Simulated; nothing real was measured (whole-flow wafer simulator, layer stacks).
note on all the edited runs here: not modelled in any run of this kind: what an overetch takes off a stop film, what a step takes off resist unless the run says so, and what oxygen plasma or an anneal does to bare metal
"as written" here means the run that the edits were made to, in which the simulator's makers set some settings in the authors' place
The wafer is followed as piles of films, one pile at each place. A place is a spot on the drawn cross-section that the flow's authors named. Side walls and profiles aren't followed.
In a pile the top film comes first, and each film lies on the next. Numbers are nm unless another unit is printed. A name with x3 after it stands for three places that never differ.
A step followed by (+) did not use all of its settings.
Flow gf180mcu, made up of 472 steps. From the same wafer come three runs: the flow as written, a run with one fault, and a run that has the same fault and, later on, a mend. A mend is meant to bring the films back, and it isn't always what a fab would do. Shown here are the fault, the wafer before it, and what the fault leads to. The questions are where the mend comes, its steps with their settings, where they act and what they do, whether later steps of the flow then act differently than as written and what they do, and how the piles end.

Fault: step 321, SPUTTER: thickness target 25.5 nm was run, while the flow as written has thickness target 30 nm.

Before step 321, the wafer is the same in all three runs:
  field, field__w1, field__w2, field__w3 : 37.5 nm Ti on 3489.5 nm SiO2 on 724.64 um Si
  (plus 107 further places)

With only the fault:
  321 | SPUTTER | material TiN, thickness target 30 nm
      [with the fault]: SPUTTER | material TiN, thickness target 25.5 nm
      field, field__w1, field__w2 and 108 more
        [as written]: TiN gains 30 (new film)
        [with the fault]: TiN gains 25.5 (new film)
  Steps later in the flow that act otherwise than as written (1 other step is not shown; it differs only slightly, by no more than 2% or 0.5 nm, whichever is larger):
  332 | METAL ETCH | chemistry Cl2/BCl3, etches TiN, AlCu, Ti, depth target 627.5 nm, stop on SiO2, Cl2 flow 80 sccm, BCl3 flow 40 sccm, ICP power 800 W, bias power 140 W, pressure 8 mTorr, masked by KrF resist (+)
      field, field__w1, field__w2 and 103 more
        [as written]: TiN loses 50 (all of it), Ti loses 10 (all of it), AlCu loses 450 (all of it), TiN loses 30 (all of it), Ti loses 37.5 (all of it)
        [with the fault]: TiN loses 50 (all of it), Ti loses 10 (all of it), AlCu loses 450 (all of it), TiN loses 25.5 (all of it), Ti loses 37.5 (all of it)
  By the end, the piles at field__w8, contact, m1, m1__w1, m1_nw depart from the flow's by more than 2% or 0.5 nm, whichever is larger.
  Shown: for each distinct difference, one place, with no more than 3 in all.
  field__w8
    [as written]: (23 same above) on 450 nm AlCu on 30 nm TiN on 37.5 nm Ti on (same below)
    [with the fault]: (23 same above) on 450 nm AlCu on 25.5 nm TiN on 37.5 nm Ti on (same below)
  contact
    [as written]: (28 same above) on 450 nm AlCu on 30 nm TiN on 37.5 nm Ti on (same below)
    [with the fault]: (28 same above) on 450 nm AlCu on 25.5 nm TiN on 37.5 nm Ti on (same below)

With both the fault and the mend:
  The mend follows step 321.
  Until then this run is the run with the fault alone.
  321a | SPUTTER | material TiN, thickness target 4.5 nm (a further turn of the flow's step 321, with different settings)
      field, field__w1, field__w2 and 108 more
        TiN gains 4.5
  Later steps of the flow that are run all act as written at every place that is followed.
  The piles end the same as the flow's at every place that both follow.
